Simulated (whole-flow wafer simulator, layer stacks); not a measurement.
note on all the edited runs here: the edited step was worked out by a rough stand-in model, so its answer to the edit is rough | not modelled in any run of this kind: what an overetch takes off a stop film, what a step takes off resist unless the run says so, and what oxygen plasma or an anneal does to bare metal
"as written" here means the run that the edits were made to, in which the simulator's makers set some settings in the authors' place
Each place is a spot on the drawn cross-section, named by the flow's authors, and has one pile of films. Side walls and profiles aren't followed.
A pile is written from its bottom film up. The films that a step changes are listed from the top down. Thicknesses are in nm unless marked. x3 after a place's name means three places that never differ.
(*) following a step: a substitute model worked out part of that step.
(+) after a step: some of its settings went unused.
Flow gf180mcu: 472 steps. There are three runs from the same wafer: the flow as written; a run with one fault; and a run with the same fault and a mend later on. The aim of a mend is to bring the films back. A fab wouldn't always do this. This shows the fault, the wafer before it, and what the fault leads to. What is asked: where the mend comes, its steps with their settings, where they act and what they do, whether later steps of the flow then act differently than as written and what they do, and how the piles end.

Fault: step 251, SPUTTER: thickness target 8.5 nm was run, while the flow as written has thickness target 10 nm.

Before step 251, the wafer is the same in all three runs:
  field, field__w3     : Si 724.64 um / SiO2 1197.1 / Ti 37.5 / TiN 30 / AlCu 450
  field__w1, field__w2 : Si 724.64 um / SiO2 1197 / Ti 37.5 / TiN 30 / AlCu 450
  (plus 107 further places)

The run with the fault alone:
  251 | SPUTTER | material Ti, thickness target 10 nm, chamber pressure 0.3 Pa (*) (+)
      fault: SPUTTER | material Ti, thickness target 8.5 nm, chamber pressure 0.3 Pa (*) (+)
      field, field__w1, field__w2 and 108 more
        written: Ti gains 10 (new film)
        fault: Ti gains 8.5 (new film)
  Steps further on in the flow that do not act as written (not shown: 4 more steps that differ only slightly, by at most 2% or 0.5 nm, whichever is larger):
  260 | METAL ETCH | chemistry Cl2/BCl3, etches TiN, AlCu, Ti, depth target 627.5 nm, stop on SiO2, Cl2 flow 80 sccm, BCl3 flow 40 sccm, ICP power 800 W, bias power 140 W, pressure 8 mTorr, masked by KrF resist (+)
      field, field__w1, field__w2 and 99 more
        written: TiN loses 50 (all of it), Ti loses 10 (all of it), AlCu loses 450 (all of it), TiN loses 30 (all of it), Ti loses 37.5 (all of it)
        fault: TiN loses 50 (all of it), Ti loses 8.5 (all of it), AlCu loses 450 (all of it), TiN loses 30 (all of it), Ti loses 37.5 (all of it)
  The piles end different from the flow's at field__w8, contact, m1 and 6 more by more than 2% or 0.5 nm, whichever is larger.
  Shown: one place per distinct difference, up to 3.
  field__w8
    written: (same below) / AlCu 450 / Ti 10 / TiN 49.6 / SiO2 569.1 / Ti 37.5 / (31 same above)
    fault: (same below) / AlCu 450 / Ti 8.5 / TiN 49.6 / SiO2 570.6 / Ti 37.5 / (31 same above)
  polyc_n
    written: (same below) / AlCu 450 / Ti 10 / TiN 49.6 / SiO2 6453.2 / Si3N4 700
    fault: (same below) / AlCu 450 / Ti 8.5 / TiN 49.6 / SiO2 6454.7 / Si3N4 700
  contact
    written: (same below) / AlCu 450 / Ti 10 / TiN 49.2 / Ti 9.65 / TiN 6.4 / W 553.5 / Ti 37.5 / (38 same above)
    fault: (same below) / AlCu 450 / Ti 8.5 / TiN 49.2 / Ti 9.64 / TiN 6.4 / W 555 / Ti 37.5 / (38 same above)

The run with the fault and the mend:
  The mend follows step 251.
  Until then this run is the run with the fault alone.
  251a | SPUTTER | material Ti, thickness target 1.5 nm, chamber pressure 0.3 Pa (*) (+) (the flow's step 251 again, with other settings)
      field, field__w1, field__w2 and 108 more
        Ti gains 1.5
  None of the later steps of the flow acts differently than as written at any place that is followed.
  By the end, the piles equal the flow's at every place that both follow.
